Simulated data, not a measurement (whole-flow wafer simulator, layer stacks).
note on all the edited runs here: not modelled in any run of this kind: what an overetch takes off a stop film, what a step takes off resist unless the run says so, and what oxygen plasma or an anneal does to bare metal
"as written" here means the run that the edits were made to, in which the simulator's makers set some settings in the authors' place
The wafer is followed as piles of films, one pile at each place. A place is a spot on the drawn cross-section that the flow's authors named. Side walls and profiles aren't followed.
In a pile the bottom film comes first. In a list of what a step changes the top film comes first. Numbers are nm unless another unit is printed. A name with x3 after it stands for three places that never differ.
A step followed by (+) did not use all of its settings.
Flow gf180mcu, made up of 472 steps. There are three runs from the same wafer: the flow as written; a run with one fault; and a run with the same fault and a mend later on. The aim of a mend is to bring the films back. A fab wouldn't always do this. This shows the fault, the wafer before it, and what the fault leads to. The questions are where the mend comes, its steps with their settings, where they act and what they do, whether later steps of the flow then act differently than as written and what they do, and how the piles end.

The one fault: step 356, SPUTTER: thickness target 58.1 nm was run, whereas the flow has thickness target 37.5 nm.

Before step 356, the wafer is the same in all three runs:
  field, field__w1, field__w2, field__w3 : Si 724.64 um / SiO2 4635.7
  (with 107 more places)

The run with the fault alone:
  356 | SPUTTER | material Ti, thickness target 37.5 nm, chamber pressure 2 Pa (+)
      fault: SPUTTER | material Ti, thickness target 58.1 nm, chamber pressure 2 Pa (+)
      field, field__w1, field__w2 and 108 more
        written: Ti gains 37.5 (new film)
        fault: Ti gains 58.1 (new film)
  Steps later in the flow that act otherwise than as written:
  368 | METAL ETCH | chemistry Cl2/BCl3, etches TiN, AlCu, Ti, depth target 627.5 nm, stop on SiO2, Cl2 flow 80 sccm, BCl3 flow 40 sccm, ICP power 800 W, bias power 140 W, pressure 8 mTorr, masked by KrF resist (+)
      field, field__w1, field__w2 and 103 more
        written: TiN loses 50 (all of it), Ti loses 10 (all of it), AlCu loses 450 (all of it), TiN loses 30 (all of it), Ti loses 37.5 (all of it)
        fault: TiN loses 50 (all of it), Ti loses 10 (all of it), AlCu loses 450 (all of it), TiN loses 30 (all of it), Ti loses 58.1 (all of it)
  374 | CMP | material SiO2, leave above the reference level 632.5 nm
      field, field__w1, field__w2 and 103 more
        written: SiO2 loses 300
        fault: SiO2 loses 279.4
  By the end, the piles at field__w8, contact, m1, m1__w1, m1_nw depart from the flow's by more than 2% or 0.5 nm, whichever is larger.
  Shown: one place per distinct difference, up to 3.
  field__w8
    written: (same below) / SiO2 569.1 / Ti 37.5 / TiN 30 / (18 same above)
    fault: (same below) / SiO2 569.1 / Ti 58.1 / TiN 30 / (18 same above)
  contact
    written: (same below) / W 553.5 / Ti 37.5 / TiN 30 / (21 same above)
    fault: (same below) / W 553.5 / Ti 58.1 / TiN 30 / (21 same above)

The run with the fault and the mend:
  The mend stands after step 356.
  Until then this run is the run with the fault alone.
  356a | METAL ETCH | chemistry Cl2/BCl3, etches TiN, AlCu, Ti, depth target 20.6 nm, Cl2 flow 80 sccm, BCl3 flow 40 sccm, ICP power 800 W, bias power 140 W, pressure 8 mTorr (the flow's step 260, run once more with other settings)
      field, field__w1, field__w2 and 108 more
        Ti loses 20.6
  Later steps of the flow that are run all act as written at every place that is followed.
  The piles end the same as the flow's at every place that both follow.
